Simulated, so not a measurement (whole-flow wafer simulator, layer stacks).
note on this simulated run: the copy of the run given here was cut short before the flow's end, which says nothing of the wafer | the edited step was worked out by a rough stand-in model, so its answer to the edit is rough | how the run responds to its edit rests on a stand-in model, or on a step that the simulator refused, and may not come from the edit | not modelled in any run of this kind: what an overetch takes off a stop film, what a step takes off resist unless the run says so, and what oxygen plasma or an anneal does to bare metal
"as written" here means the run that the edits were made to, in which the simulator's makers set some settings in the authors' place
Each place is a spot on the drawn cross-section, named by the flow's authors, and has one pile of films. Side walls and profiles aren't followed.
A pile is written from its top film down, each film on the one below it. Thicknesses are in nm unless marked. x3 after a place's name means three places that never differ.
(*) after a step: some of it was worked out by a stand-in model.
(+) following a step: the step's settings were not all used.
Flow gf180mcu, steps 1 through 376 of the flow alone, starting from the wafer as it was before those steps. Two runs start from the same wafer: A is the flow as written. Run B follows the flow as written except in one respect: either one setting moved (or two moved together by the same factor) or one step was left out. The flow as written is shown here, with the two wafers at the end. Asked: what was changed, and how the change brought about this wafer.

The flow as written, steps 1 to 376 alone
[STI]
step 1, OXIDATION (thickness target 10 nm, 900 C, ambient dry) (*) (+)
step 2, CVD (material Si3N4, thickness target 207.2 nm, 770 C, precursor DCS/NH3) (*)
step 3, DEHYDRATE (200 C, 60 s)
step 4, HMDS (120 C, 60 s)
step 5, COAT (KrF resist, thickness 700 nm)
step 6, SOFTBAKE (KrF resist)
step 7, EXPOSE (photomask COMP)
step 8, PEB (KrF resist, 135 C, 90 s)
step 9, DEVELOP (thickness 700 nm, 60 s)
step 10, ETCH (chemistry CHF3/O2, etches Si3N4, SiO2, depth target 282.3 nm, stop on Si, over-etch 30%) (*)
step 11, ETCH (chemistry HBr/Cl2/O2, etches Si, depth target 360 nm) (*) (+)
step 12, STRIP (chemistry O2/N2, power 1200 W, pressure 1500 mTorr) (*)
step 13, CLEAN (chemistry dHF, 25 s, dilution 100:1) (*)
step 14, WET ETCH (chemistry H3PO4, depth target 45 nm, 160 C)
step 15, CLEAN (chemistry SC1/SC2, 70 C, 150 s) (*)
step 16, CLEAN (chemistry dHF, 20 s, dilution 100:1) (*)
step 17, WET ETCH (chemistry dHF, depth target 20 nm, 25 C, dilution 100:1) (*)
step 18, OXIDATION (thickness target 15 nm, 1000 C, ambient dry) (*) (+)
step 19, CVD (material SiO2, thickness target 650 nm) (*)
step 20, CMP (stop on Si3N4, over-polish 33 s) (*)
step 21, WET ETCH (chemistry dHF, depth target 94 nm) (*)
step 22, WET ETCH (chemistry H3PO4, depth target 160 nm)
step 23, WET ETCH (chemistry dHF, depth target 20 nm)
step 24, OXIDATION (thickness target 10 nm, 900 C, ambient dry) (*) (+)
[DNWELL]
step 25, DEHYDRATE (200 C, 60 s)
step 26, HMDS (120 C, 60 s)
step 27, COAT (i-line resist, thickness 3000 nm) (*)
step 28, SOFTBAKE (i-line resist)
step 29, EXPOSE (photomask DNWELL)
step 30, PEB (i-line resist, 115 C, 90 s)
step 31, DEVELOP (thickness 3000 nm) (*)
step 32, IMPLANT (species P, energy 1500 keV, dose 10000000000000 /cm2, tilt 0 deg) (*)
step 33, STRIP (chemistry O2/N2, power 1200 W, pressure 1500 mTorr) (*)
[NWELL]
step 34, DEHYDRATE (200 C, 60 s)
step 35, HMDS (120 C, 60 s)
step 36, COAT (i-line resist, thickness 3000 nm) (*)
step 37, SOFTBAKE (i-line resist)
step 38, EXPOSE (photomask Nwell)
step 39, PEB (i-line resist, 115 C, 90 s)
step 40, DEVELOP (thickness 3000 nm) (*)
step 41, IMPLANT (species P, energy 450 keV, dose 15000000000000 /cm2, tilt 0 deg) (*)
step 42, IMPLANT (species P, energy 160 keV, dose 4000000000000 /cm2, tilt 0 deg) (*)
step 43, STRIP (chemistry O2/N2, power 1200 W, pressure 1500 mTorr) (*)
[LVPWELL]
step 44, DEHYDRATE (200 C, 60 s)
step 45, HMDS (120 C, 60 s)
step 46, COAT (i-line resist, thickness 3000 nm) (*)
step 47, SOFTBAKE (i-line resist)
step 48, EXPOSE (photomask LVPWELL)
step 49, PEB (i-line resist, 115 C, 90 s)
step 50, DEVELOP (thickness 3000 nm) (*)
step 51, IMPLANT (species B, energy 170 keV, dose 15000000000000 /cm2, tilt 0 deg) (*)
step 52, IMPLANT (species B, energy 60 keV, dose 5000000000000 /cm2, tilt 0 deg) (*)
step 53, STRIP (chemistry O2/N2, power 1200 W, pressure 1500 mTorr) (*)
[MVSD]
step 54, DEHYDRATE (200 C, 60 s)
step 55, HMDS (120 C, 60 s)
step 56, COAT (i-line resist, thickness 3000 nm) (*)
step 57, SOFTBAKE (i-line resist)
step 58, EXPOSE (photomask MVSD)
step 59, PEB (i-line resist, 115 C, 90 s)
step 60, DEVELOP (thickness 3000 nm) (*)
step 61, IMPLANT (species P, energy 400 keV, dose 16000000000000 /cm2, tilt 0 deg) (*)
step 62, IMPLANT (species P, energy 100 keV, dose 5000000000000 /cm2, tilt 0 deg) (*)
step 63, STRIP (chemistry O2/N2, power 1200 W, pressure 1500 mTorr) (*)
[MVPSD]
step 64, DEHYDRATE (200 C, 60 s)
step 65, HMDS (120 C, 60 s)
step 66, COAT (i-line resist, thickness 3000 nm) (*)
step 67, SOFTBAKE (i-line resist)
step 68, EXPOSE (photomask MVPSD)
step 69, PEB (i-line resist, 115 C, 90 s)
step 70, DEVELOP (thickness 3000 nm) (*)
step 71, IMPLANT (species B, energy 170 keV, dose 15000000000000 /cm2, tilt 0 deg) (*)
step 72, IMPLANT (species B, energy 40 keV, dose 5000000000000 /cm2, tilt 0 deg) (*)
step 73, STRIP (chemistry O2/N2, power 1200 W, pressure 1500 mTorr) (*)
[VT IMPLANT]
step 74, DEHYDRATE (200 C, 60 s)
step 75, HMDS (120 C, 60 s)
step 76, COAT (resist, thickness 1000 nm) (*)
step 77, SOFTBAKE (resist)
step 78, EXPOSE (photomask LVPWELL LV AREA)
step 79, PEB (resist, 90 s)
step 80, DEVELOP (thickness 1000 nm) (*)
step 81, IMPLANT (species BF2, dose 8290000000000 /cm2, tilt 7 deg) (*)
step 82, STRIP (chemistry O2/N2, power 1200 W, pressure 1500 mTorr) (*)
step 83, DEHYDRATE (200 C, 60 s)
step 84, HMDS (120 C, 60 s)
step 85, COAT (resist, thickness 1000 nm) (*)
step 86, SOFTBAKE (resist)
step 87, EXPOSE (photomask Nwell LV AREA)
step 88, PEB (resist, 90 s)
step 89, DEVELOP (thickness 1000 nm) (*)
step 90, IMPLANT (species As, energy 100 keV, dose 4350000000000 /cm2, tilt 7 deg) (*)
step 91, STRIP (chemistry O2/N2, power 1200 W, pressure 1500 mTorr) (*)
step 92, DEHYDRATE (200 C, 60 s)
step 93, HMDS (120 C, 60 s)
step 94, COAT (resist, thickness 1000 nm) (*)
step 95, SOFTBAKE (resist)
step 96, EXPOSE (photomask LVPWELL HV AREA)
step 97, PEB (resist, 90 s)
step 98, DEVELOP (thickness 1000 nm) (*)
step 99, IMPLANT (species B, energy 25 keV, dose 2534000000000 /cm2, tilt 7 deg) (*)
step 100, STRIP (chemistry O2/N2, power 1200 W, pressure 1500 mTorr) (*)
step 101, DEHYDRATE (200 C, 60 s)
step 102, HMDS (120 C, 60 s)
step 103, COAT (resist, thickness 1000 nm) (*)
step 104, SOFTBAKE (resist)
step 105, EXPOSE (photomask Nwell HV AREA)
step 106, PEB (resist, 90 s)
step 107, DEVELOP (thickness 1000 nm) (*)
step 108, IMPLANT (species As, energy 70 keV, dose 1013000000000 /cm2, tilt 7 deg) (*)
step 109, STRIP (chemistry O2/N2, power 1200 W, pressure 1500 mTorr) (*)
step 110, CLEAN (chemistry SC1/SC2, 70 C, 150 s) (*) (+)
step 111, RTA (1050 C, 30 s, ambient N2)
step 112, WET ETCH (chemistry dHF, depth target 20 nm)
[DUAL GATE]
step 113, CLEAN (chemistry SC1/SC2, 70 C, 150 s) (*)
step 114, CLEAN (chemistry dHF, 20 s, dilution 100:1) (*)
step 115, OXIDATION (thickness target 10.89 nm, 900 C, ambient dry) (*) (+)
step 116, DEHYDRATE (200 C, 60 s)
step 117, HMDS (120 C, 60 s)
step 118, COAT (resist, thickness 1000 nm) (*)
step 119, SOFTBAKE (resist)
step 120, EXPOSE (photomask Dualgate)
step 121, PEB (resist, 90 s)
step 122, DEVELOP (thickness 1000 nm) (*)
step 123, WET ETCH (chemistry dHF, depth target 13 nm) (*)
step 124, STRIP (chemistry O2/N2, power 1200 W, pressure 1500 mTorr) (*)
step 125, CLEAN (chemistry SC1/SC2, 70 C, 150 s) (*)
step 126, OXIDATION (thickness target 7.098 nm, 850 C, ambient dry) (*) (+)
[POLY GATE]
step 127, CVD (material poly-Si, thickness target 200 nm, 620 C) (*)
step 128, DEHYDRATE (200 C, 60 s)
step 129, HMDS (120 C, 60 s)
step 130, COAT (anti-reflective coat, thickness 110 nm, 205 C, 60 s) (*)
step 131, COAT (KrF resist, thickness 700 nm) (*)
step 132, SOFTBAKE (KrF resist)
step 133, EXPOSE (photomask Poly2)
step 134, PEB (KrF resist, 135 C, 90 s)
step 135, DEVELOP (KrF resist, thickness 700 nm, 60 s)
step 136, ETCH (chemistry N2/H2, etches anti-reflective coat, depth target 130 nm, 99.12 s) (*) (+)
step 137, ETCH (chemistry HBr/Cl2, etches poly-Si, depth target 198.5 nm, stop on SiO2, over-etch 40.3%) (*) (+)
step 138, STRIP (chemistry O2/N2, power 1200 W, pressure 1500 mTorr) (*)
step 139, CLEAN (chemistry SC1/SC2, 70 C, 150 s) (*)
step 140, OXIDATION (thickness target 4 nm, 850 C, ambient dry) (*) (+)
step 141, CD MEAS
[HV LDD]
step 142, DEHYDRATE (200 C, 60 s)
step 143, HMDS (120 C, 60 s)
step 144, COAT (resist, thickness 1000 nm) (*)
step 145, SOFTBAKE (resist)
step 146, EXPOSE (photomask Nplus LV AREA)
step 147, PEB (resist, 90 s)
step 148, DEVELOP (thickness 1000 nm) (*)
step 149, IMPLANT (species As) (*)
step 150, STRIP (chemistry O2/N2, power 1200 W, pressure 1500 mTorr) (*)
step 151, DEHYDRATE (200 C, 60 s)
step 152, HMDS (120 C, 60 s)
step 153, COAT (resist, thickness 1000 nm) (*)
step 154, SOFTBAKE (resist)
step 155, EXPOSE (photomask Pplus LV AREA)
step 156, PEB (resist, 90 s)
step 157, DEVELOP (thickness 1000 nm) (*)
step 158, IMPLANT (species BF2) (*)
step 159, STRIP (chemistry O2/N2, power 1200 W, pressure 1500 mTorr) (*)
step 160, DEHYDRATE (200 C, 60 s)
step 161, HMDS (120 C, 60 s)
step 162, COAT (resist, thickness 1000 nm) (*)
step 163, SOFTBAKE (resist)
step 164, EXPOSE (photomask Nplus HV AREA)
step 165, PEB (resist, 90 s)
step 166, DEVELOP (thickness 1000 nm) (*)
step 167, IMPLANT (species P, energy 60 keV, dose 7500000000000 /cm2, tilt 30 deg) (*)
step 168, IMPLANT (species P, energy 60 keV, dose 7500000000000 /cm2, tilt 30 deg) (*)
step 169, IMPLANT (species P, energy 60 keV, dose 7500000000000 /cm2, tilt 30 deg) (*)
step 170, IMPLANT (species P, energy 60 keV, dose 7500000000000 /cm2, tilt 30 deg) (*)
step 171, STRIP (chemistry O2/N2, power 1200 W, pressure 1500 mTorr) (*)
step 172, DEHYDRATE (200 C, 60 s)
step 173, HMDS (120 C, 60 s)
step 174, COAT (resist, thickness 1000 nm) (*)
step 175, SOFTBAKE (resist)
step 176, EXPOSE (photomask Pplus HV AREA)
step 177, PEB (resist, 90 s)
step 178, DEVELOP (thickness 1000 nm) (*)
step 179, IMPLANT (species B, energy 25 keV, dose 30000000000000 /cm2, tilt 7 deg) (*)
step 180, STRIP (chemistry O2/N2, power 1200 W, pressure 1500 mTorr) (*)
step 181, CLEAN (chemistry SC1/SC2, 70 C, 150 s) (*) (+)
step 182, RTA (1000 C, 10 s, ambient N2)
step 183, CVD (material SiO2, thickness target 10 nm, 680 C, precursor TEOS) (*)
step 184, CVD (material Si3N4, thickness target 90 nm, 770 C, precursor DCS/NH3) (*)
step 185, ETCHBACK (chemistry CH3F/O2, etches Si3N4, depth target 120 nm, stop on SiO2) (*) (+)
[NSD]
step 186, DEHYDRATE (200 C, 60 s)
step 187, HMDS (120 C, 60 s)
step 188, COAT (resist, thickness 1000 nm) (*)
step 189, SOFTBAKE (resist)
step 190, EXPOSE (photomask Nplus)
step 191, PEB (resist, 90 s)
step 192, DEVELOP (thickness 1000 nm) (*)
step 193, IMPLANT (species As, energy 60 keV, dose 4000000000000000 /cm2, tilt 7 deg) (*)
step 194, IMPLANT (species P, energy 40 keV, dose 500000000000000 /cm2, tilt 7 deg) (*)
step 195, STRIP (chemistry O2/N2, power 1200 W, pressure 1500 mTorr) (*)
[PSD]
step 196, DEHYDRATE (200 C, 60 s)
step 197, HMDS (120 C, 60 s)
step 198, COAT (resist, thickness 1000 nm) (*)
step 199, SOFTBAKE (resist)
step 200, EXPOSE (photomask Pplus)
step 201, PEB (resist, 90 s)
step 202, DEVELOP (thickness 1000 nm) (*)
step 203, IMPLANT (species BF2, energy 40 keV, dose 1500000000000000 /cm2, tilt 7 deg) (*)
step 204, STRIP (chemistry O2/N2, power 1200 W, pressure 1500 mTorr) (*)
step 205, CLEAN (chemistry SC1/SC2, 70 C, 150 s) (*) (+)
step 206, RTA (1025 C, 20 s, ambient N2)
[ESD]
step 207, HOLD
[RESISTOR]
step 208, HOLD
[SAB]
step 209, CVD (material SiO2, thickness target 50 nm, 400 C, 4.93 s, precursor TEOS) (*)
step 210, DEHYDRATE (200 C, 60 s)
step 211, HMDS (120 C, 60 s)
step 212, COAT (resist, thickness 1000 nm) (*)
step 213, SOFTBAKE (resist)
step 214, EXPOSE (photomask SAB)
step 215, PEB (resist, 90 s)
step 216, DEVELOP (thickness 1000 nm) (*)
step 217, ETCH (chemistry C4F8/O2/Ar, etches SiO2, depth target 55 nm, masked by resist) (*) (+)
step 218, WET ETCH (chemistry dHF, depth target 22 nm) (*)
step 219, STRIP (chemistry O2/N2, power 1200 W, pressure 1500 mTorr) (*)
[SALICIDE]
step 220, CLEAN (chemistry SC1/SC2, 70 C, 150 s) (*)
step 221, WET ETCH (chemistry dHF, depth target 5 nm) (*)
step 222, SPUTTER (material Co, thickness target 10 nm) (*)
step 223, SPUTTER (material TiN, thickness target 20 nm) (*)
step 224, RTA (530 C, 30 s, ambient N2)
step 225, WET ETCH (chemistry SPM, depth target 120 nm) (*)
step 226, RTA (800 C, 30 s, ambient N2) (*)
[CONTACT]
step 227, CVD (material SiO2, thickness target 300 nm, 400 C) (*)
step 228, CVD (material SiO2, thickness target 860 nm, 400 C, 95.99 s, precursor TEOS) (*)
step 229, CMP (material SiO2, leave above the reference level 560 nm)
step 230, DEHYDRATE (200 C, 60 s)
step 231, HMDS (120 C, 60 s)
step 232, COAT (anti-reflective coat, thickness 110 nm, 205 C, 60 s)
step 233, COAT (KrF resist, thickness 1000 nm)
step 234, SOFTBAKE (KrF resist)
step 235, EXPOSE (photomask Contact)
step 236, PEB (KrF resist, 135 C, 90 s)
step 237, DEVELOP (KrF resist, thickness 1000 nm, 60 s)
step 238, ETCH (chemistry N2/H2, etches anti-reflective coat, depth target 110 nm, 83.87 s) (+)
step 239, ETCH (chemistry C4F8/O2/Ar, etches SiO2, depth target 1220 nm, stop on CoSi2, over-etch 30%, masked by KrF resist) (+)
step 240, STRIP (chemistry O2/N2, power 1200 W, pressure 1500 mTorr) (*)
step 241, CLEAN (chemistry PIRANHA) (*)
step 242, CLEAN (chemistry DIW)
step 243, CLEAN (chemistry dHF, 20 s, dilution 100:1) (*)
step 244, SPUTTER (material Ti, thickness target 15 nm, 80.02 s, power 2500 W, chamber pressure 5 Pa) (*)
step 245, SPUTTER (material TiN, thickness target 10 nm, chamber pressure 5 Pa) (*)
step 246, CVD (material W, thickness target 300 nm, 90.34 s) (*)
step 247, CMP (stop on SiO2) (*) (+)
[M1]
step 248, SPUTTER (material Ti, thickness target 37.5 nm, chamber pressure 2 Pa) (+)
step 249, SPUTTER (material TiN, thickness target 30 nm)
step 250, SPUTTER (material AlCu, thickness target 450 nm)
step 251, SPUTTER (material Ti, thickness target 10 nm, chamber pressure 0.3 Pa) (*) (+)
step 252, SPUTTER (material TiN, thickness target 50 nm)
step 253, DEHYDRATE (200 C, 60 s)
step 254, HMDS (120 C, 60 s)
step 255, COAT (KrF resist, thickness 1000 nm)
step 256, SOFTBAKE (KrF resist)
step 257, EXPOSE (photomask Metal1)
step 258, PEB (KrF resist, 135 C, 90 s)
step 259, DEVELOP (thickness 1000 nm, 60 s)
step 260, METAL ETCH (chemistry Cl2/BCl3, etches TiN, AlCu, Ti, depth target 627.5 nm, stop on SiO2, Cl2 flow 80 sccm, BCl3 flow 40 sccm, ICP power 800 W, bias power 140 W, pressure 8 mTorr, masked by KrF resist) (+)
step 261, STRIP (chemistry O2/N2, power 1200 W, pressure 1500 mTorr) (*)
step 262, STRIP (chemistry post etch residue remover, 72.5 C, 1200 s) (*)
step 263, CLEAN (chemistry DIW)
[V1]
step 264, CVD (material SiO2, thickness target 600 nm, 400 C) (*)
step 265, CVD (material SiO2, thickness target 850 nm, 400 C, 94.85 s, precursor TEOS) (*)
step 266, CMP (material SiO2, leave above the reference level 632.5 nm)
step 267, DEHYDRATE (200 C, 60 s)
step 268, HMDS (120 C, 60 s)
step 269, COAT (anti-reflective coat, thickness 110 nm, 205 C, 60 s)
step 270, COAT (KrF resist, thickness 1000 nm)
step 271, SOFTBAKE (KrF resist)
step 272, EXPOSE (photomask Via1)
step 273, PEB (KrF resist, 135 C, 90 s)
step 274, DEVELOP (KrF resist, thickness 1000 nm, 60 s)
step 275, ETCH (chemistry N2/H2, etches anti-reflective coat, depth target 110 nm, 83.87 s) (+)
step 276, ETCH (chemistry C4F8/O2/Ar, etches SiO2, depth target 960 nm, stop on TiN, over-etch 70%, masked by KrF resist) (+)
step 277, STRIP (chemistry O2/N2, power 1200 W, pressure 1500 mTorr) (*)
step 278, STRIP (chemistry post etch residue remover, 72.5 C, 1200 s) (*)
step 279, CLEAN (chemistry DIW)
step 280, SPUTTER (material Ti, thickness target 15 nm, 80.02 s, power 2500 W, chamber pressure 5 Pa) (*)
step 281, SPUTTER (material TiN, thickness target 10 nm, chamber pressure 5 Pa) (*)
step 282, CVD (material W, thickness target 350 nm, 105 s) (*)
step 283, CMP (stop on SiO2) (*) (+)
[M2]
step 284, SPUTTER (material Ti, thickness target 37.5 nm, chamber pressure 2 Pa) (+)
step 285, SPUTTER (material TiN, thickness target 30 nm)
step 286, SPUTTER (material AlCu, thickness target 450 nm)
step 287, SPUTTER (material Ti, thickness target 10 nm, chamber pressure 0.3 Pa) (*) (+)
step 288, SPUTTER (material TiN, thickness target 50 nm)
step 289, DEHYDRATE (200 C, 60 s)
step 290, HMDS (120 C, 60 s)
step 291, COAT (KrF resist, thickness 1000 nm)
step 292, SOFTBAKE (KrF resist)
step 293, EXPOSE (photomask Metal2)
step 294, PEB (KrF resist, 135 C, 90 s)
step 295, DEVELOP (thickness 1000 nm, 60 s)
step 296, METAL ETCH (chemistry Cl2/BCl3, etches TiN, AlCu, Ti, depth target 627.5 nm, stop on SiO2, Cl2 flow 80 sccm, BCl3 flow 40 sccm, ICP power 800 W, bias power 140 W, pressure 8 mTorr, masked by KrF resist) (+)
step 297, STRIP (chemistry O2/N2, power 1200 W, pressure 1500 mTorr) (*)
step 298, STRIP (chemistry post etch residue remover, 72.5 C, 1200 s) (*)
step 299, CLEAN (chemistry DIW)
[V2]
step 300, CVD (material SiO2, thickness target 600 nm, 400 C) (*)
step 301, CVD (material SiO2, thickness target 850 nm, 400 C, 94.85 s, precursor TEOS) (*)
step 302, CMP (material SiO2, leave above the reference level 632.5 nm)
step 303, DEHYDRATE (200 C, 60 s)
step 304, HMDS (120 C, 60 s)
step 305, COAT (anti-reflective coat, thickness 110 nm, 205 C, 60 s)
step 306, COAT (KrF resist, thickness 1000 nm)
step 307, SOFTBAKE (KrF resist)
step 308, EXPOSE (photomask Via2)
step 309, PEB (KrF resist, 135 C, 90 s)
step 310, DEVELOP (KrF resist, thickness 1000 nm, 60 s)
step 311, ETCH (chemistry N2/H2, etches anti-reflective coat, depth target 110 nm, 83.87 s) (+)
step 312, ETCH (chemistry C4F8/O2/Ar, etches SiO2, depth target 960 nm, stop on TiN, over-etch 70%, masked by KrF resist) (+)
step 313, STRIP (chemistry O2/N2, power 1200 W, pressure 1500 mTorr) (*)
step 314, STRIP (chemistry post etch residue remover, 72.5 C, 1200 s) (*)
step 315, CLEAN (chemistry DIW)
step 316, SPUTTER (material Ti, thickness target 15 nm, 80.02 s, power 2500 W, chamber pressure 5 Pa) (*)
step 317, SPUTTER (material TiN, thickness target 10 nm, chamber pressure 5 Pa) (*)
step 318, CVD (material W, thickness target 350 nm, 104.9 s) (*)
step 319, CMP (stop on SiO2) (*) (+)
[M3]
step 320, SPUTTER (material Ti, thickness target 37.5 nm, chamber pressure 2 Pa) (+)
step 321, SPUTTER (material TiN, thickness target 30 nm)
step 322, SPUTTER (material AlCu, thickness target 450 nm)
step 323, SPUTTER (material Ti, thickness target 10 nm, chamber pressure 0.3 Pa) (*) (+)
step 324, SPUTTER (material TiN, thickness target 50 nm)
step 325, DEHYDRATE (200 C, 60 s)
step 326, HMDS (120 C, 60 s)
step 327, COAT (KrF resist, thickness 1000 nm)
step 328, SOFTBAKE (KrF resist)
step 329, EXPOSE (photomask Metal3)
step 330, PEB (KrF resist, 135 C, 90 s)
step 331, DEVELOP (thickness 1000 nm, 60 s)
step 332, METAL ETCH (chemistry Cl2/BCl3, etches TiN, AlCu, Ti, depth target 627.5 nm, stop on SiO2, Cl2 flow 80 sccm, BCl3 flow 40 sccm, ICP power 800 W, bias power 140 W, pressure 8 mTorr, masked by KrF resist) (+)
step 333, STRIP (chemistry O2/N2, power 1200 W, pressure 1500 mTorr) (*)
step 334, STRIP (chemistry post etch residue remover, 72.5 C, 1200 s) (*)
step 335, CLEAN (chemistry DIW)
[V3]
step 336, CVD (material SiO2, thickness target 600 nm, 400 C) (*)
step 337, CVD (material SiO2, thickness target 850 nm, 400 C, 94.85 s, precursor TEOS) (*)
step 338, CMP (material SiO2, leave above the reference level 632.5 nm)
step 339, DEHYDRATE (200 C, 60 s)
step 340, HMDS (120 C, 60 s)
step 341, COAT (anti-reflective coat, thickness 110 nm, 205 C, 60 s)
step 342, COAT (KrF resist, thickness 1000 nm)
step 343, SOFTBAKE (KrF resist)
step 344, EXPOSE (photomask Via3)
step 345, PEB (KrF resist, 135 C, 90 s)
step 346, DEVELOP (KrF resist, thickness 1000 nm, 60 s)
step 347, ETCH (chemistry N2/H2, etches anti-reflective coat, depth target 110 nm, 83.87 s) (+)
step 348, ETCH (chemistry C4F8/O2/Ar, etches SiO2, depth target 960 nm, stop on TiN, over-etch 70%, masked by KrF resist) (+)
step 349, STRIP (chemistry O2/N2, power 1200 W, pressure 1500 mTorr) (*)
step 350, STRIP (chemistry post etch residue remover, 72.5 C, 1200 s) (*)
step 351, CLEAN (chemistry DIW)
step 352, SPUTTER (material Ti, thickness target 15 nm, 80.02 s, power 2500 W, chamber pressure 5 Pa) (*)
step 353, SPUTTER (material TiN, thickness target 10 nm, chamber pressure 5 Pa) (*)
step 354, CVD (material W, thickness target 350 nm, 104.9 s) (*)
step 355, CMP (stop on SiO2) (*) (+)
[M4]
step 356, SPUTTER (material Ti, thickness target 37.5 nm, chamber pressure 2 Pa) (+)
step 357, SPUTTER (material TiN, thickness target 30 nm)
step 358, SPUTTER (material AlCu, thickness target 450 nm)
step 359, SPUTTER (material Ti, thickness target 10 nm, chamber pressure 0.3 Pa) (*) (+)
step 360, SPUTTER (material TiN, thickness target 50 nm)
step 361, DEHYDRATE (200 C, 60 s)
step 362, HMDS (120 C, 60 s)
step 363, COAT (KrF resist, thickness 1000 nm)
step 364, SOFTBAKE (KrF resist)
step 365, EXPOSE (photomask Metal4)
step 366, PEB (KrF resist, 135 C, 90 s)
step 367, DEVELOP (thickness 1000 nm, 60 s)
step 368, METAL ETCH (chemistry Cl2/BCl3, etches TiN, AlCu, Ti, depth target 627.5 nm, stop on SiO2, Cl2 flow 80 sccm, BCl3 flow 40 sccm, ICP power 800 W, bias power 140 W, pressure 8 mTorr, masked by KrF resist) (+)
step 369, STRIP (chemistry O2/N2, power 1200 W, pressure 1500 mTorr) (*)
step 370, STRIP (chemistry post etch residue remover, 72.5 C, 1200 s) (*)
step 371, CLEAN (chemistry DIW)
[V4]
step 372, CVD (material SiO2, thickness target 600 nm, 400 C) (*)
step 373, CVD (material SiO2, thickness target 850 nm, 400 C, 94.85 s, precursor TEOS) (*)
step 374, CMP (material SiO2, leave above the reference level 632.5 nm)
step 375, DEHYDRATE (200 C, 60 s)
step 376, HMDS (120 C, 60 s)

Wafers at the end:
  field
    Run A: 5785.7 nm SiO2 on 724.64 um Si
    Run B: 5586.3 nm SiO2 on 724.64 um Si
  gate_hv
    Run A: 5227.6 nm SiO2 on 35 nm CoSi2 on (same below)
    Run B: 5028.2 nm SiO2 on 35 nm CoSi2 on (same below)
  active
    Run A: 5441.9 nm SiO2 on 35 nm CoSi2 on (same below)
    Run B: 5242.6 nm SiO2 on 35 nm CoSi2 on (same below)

Cause: step 373, CVD: 37.94 s was run, though the flow has 94.85 s.

Step by step, how the change led to this:
  step 373, CVD (material SiO2, thickness target 850 nm, 400 C, 94.85 s, precursor TEOS) (*)
      field, field__w1, field__w2 and 108 more: A +850 SiO2 | B +350.7 SiO2
  step 374, CMP (material SiO2, leave above the reference level 632.5 nm)
      field, field__w1, field__w2 and 103 more: A -300 SiO2 | B nothing
      field__w8, contact, m1, m1__w1, m1_nw: A -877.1 SiO2 | B -377.7 SiO2
